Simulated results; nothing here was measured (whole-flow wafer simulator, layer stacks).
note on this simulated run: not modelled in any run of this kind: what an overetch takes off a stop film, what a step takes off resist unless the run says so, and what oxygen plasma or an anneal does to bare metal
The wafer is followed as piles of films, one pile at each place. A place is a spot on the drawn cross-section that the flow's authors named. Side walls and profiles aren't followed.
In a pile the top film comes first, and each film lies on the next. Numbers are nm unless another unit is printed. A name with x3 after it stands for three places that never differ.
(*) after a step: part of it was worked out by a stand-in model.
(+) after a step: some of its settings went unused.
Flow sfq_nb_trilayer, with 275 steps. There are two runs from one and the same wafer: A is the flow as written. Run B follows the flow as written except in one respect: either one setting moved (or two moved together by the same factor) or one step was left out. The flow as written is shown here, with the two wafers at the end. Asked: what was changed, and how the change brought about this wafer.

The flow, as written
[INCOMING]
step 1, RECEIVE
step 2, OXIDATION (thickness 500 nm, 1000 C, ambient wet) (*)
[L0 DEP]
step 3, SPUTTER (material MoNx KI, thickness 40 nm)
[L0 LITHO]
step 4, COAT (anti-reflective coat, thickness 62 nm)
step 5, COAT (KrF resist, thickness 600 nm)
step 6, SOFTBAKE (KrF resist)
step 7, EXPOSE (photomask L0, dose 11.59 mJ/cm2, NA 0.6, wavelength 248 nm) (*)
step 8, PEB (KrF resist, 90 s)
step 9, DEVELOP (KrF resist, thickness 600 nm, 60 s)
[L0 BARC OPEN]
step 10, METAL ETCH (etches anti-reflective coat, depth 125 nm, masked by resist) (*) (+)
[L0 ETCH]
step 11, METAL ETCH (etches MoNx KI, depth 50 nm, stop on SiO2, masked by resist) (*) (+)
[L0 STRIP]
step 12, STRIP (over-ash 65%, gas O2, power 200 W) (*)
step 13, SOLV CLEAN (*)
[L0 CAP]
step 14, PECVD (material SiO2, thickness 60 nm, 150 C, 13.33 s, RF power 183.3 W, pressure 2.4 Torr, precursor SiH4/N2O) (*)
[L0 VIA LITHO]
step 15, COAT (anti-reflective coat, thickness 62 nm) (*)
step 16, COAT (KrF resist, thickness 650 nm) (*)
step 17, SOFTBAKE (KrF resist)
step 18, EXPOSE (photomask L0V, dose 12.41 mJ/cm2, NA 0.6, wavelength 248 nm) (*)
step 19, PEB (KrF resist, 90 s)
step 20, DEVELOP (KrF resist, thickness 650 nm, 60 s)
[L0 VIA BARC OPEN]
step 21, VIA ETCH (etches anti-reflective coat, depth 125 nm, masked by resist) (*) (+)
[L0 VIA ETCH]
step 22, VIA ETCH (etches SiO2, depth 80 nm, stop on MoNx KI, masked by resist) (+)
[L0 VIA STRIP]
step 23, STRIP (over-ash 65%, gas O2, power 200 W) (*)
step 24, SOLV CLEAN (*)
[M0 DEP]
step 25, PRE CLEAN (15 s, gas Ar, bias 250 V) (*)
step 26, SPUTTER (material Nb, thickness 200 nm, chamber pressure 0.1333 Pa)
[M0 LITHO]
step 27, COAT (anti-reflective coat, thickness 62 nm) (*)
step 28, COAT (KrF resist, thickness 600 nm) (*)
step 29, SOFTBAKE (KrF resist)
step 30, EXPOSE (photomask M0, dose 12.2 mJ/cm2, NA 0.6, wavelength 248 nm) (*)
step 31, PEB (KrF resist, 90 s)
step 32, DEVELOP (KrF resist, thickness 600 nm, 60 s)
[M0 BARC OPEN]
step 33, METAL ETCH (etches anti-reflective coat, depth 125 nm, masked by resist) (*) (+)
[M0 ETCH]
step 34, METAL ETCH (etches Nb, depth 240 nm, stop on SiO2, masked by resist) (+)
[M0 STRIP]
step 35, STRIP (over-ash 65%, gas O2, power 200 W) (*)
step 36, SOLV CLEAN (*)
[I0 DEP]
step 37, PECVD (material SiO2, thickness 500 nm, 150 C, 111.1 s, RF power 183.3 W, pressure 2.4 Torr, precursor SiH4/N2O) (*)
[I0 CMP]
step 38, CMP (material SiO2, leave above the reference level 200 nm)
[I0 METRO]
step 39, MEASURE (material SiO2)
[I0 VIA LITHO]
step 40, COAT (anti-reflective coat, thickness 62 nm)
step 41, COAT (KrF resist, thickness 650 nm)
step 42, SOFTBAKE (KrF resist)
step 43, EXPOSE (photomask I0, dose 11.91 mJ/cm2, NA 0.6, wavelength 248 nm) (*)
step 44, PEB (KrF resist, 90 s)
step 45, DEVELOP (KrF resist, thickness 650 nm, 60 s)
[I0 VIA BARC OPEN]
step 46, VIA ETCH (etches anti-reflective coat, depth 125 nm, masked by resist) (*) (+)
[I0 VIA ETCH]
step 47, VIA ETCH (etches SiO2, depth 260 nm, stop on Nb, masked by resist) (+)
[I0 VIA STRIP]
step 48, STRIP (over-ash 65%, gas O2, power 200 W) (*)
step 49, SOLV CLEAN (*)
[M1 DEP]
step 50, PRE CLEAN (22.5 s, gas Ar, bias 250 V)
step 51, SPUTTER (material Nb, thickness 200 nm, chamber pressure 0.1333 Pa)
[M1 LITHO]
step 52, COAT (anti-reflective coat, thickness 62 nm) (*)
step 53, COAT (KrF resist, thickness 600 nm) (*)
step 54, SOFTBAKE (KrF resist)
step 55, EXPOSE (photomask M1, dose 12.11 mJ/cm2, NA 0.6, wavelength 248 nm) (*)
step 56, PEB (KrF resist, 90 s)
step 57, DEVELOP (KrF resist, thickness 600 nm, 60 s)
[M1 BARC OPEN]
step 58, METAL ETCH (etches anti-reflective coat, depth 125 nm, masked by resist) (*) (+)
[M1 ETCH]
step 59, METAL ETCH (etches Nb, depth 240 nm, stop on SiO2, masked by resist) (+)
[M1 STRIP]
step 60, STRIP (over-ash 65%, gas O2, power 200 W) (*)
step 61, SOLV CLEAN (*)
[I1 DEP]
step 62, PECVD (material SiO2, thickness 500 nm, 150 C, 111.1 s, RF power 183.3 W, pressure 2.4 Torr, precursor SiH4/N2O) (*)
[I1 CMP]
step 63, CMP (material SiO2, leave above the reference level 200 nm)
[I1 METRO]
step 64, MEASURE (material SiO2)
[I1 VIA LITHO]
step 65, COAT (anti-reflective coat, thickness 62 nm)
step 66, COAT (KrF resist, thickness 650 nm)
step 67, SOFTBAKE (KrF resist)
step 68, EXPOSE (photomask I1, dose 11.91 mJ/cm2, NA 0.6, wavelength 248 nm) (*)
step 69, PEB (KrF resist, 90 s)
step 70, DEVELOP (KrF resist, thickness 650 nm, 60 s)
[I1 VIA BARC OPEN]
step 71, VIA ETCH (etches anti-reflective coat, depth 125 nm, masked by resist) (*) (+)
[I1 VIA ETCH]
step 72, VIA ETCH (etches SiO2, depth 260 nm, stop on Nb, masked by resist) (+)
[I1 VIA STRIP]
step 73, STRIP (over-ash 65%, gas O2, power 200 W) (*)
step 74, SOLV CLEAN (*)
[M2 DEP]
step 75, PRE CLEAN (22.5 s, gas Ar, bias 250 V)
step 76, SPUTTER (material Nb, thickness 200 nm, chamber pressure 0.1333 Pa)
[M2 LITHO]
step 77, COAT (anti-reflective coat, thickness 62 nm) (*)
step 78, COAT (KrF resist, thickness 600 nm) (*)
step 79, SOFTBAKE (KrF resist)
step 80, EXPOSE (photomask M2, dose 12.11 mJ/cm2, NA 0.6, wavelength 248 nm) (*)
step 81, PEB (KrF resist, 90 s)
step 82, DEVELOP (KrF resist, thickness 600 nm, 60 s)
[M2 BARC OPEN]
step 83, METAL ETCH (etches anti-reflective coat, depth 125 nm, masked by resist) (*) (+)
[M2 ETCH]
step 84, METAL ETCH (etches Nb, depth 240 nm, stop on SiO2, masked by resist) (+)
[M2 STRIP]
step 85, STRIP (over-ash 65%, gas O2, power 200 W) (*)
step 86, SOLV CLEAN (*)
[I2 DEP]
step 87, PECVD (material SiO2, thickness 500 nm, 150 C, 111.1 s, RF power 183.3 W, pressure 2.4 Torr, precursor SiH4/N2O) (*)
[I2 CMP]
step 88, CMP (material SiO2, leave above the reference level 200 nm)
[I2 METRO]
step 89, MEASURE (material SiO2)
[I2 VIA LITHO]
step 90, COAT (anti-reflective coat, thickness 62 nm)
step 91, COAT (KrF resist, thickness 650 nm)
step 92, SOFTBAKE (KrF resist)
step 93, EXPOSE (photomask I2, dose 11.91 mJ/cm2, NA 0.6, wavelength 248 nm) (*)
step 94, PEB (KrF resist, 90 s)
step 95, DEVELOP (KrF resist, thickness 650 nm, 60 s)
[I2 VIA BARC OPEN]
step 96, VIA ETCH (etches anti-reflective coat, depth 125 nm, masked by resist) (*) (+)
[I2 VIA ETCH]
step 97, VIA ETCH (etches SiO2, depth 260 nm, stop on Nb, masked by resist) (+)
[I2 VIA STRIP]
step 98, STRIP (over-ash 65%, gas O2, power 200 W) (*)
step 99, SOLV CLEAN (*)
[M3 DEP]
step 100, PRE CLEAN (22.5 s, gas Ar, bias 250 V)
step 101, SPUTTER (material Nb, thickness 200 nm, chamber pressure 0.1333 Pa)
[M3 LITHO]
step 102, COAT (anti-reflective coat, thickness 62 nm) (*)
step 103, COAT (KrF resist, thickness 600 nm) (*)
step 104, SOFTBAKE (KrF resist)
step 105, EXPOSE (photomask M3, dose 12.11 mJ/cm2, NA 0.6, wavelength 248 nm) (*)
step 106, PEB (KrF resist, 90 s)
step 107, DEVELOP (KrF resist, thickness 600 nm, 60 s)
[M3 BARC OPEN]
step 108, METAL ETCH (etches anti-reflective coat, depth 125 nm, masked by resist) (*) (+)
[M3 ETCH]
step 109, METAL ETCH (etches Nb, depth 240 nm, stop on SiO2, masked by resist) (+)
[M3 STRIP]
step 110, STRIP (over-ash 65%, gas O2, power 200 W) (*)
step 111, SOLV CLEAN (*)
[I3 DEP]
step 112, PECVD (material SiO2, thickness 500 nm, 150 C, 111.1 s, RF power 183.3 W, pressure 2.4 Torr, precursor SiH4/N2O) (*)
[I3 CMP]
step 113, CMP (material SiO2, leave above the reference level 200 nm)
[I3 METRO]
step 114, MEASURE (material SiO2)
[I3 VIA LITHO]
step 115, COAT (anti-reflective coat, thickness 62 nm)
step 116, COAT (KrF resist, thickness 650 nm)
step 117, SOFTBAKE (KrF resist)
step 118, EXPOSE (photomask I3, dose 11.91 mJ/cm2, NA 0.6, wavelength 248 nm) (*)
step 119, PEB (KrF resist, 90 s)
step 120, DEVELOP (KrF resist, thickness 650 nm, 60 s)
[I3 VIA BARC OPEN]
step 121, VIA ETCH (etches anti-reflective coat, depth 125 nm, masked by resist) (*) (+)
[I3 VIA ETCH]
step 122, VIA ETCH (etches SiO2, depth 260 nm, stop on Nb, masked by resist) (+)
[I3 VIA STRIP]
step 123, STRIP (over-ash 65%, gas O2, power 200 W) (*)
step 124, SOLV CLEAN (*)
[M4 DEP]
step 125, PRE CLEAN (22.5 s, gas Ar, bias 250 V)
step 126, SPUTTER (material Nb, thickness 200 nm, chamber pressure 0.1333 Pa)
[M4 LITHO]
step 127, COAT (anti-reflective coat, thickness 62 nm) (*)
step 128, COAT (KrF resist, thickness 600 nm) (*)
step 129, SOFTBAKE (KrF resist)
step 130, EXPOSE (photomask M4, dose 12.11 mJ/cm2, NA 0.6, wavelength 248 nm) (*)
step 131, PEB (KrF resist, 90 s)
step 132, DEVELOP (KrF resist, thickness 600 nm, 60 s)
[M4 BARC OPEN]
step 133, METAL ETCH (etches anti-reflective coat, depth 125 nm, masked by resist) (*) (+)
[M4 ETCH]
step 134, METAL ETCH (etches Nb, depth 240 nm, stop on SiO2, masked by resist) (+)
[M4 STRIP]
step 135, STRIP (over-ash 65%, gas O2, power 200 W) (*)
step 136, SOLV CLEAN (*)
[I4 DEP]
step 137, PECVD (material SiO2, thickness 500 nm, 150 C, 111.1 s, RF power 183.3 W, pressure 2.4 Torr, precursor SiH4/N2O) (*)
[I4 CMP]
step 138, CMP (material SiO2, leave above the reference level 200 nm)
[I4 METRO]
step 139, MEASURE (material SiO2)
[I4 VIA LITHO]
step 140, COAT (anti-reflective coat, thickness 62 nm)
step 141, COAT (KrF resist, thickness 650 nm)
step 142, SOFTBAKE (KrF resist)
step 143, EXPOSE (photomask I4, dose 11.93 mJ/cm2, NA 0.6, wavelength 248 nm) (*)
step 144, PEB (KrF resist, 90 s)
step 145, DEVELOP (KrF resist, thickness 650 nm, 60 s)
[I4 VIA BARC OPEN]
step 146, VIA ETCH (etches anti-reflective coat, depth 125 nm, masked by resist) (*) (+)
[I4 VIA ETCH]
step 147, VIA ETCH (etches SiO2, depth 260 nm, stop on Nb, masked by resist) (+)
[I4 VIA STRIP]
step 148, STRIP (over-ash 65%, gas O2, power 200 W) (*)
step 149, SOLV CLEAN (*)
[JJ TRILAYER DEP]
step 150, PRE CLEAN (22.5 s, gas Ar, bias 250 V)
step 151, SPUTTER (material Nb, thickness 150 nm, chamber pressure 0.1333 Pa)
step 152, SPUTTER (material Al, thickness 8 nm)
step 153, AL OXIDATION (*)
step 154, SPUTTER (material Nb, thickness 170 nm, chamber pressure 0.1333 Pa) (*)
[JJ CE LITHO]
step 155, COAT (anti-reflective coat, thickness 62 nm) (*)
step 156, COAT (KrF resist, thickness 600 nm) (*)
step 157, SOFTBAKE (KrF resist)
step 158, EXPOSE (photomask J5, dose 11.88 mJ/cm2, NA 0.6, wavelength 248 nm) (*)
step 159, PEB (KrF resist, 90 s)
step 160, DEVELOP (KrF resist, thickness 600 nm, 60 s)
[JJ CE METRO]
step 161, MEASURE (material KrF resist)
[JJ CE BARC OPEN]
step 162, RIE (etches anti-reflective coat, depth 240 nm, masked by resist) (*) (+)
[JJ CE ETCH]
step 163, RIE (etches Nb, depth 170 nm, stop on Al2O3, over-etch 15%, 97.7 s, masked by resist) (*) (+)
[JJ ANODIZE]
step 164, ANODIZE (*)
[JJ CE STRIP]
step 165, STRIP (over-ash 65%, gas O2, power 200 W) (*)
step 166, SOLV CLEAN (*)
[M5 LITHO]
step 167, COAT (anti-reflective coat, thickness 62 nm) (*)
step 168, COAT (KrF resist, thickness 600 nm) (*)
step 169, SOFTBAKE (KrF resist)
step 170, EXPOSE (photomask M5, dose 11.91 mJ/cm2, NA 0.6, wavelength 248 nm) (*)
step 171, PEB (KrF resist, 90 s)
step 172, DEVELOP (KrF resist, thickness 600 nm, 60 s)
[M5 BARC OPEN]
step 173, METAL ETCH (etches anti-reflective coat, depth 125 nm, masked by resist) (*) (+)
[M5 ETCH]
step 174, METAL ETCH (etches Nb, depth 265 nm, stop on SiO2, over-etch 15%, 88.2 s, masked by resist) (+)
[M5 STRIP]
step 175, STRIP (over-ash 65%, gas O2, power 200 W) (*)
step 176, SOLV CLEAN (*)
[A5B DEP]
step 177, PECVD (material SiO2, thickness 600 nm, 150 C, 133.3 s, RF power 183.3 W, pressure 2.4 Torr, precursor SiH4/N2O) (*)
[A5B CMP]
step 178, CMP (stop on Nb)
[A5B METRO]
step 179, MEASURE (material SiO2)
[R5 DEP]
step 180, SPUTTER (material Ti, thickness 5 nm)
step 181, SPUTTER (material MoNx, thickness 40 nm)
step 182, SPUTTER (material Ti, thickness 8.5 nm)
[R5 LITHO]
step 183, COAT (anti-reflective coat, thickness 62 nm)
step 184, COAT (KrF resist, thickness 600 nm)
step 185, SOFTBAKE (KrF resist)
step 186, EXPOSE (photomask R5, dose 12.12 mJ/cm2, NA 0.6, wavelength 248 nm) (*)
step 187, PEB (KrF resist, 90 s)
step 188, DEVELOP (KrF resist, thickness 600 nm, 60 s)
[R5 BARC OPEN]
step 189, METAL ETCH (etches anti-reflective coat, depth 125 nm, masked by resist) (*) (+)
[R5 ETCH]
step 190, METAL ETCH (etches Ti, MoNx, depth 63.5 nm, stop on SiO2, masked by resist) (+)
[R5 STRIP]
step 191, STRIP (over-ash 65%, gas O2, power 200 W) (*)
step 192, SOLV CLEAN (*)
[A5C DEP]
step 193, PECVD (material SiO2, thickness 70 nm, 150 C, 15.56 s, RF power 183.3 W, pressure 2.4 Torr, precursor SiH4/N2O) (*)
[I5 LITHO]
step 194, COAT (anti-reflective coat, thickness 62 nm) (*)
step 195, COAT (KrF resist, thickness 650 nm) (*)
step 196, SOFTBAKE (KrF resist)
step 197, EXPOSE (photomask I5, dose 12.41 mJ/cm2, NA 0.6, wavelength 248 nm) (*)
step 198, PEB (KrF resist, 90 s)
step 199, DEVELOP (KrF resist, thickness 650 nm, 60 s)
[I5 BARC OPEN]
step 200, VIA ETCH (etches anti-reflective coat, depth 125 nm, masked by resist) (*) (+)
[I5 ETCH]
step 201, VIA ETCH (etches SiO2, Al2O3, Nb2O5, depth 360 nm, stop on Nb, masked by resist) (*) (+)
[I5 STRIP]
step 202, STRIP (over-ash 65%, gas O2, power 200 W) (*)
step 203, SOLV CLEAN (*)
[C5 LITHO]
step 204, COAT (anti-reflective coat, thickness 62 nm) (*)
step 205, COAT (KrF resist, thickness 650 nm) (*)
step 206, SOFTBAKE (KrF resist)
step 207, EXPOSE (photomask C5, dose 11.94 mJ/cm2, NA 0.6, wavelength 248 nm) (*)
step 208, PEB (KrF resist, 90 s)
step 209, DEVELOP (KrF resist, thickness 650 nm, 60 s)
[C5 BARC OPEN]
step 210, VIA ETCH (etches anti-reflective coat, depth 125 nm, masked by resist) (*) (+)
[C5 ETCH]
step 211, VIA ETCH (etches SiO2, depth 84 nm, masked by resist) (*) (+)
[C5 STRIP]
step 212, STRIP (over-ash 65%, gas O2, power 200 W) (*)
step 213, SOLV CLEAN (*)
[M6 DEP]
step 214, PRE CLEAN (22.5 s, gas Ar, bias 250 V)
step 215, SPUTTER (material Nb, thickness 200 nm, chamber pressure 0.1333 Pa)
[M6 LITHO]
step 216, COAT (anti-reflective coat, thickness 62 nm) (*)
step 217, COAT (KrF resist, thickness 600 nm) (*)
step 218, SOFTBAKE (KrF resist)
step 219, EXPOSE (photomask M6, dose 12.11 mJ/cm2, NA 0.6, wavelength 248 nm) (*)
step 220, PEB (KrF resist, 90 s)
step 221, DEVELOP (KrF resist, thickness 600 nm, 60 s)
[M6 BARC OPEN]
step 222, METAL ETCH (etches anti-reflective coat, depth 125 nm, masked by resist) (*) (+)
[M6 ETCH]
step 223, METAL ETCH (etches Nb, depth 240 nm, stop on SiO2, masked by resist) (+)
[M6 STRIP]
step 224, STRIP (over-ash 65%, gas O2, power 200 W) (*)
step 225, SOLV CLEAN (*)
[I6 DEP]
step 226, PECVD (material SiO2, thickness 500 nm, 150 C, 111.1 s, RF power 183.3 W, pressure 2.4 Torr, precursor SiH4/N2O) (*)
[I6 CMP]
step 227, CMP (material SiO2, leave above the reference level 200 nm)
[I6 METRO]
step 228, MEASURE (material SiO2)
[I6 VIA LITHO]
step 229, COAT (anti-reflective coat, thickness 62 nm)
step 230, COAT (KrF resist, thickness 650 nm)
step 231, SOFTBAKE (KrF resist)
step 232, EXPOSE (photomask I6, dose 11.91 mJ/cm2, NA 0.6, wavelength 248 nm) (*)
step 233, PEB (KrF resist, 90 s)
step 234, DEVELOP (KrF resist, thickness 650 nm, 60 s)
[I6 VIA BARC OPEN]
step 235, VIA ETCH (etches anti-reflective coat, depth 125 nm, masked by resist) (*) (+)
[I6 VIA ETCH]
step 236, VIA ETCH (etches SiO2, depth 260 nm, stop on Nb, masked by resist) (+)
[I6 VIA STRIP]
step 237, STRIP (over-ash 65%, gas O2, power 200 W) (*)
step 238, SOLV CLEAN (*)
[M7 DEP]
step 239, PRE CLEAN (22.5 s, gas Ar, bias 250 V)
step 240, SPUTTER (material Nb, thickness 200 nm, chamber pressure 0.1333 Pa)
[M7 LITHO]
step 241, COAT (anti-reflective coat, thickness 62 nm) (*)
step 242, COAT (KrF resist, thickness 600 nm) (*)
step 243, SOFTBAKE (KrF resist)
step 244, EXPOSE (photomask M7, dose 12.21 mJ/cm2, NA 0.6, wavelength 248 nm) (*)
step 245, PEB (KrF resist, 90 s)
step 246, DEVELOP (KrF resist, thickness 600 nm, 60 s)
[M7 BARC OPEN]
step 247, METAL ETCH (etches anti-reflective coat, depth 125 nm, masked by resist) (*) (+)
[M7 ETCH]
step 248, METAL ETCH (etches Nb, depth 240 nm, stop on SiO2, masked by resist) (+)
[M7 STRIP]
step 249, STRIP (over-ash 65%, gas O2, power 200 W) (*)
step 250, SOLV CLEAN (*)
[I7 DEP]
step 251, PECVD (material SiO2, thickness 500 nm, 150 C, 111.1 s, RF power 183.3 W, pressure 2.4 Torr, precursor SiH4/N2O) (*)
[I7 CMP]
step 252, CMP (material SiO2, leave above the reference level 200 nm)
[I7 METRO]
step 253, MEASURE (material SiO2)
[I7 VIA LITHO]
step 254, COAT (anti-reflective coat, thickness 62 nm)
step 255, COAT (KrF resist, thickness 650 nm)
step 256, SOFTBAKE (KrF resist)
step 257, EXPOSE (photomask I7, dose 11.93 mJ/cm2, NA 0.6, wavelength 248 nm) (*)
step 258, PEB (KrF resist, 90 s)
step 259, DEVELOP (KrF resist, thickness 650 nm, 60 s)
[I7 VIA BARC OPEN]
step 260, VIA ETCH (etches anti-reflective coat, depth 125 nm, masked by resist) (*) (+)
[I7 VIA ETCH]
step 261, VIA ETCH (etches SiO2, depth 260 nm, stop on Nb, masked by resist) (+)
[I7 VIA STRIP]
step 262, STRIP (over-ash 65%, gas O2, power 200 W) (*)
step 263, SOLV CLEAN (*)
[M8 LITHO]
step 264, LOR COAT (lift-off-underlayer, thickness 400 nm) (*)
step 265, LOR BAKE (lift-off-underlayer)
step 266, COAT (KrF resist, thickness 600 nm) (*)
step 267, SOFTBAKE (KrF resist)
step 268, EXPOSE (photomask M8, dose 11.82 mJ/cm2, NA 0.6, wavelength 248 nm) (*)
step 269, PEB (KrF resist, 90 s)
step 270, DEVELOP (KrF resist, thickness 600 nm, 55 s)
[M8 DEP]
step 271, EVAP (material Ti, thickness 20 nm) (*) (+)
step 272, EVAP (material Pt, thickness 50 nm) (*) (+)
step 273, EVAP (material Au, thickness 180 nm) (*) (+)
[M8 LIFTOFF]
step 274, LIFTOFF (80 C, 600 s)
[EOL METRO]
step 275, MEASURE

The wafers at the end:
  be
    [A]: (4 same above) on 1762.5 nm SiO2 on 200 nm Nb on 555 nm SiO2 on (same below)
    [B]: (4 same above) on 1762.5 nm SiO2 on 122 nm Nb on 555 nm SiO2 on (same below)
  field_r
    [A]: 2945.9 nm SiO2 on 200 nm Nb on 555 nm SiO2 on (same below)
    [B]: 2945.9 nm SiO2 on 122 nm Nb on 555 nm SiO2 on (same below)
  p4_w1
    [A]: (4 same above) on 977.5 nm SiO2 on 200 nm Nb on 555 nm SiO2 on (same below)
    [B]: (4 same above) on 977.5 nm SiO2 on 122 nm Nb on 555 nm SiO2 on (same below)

What caused this: step 26, SPUTTER: thickness 122 nm was run, whereas the flow has thickness 200 nm.
The wafer lets one read it off: be has Nb 122, and step 26 as written asks for 200 nm.

How this came from the change, step by step:
  step 26, SPUTTER (material Nb, thickness 200 nm, chamber pressure 0.1333 Pa)
      field_l, via_wl, via_w and 100 more: A Nb gains 200 (new film) | B Nb gains 122 (new film)
      v_sur: A Nb gains 200 (new film) | B Nb gains 118 (new film)
      (also at 2 further places)
  step 27, COAT (anti-reflective coat, thickness 62 nm) (*)
      v_sur: A anti-reflective coat gains 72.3 (new film) | B anti-reflective coat gains 74.4 (new film)
  step 34, METAL ETCH (etches Nb, depth 240 nm, stop on SiO2, masked by resist) (+)
      field_l, v_sur, via_wl and 100 more: A KrF resist loses 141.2 | B KrF resist loses 107.6
      moat, m0r_space_l, m0r_space_r: A Nb loses 200 (all of it) | B Nb loses 122 (all of it)
  step 35, STRIP (over-ash 65%, gas O2, power 200 W) (*)
      p4_fl, p4_fm, p4_w1 and 68 more: A KrF resist loses 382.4 (all of it), anti-reflective coat loses 62 (all of it) | B KrF resist loses 415.9 (all of it), anti-reflective coat loses 62 (all of it)
      c5j, ce_r, sp_r, be_r, r_sur, res: A KrF resist loses 389 (all of it), anti-reflective coat loses 63.6 (all of it) | B KrF resist loses 422.5 (all of it), anti-reflective coat loses 63.6 (all of it)
      (also at 26 further places)
  step 37, PECVD (material SiO2, thickness 500 nm, 150 C, 111.1 s, RF power 183.3 W, pressure 2.4 Torr, precursor SiH4/N2O) (*)
      moat, m0r_space_l, m0r_space_r: A SiO2 gains 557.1 | B SiO2 gains 500
  step 38, CMP (material SiO2, leave above the reference level 200 nm)
      moat, m0r_space_l, m0r_space_r: A SiO2 loses 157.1 | B SiO2 loses 178
